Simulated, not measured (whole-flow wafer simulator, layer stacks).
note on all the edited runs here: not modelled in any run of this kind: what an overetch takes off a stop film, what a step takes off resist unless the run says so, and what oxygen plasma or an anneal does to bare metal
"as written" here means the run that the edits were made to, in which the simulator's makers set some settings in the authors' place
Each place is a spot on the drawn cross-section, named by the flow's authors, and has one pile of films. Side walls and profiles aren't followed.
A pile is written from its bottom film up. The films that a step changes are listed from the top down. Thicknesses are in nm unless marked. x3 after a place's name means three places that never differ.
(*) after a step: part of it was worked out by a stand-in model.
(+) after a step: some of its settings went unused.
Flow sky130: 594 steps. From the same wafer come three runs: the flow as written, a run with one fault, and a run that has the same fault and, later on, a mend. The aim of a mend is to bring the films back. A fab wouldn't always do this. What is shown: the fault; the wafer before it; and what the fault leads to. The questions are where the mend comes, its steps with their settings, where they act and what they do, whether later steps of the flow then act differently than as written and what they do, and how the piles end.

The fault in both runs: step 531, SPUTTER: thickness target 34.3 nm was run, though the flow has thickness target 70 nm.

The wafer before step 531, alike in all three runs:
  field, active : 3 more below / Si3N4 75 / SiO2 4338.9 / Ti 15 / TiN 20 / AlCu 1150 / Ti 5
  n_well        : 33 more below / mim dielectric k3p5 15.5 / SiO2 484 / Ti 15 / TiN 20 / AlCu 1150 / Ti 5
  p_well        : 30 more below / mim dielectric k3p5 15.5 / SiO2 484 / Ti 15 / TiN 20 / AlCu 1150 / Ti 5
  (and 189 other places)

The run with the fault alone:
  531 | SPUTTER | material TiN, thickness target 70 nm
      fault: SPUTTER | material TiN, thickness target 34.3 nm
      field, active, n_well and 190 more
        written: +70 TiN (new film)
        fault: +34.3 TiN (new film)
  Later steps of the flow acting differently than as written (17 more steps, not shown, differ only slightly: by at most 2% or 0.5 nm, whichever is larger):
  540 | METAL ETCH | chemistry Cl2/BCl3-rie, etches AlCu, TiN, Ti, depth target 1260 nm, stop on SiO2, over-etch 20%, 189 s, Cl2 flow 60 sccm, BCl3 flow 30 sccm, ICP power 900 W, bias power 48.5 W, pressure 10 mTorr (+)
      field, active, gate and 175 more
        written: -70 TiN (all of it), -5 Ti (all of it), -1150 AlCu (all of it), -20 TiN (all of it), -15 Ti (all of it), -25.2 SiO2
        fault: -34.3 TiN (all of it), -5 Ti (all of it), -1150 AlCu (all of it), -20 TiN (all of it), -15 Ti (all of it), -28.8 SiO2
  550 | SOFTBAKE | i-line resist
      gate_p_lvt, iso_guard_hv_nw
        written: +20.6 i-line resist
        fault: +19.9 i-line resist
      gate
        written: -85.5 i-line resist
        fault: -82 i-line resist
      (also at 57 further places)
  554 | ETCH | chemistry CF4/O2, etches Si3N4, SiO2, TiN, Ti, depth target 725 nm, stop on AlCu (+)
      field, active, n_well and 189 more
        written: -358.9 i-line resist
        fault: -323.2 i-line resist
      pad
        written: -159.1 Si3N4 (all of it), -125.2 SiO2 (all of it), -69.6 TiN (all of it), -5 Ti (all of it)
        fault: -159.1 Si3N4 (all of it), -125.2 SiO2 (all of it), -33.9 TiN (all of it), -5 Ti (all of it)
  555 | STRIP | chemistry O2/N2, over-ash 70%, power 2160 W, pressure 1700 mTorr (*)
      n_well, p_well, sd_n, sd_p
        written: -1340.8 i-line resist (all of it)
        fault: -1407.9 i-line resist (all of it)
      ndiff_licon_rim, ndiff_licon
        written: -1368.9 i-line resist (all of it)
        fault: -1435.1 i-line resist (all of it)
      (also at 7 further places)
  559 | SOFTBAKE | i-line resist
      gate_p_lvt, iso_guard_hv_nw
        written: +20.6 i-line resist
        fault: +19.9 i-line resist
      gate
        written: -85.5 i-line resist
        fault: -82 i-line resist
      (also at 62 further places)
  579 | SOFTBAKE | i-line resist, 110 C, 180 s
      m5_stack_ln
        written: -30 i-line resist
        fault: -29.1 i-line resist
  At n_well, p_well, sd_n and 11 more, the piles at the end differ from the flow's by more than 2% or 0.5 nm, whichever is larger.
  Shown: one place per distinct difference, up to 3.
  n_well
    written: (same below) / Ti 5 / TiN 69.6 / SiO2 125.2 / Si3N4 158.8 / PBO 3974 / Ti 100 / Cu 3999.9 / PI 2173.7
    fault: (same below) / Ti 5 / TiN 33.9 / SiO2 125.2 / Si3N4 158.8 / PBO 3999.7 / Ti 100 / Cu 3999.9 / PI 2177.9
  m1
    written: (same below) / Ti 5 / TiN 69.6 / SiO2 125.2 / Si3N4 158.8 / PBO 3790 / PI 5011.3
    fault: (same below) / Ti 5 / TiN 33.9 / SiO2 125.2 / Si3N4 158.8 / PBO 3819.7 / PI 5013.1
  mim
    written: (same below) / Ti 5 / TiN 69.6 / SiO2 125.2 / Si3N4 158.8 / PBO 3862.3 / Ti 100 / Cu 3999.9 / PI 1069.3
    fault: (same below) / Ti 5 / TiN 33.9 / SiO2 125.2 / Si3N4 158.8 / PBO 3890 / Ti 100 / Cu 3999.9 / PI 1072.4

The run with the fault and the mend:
  The mend follows step 538.
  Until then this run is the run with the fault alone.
  538a | STRIP | chemistry O2/N2, power 2160 W, pressure 1700 mTorr (*)
      n_well, p_well, sd_n and 9 more
        -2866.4 resist (all of it)
      m1, via4_hole
        -2868.5 resist (all of it)
      via4_enc
        -2866.3 resist (all of it)
  538b | SPUTTER | material TiN, thickness target 35.7 nm (a further turn of the flow's step 531, with different settings)
      field, active, n_well and 190 more
        +35.7 TiN
  538c | HMDS | 120 C, 60 s (a further turn of the flow's step 533)
      leaves every film unchanged at each place that is followed
  538d | COAT | resist, thickness 2930 nm (a further turn of the flow's step 534)
      n_well, p_well, gate_hv and 172 more
        +2930 resist (new film)
      field, active, gate and 13 more
        +2929.9 resist (new film)
      m1, via4_hole
        +2932.1 resist (new film)
  538e | SOFTBAKE | resist (a further turn of the flow's step 535)
      field, active, gate, spacer, m1, sonos_cell, sonos_guard, sonos_guard_hv
        +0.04 resist
      nwell_res
        +0.03 resist
      pplus_nw
        +0.02 resist
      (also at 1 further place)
  538f | EXPOSE | photomask MM5, dose 309.9 mJ/cm2, NA 0.6, wavelength 365 nm (*) (a further turn of the flow's step 536)
      leaves every film unchanged at each place that is followed
  538g | PEB | resist, 70.3 s (a further turn of the flow's step 537)
      field, active, n_well and 188 more
        -63.6 resist
      m1, via4_hole
        -63.7 resist
  538h | DEVELOP | resist, thickness 2930 nm, developer TMAH-0.26N, 60 s (a further turn of the flow's step 538)
      field, active, gate and 168 more
        -2866.4 resist (all of it)
      via1_hole, via1_enc, via2_hole, via2_enc, via3_hole, via3_enc, via_li1
        -2866.3 resist (all of it)
  None of the later steps of the flow acts differently than as written at any place that is followed.
  By the end, the piles equal the flow's at every place that both follow.
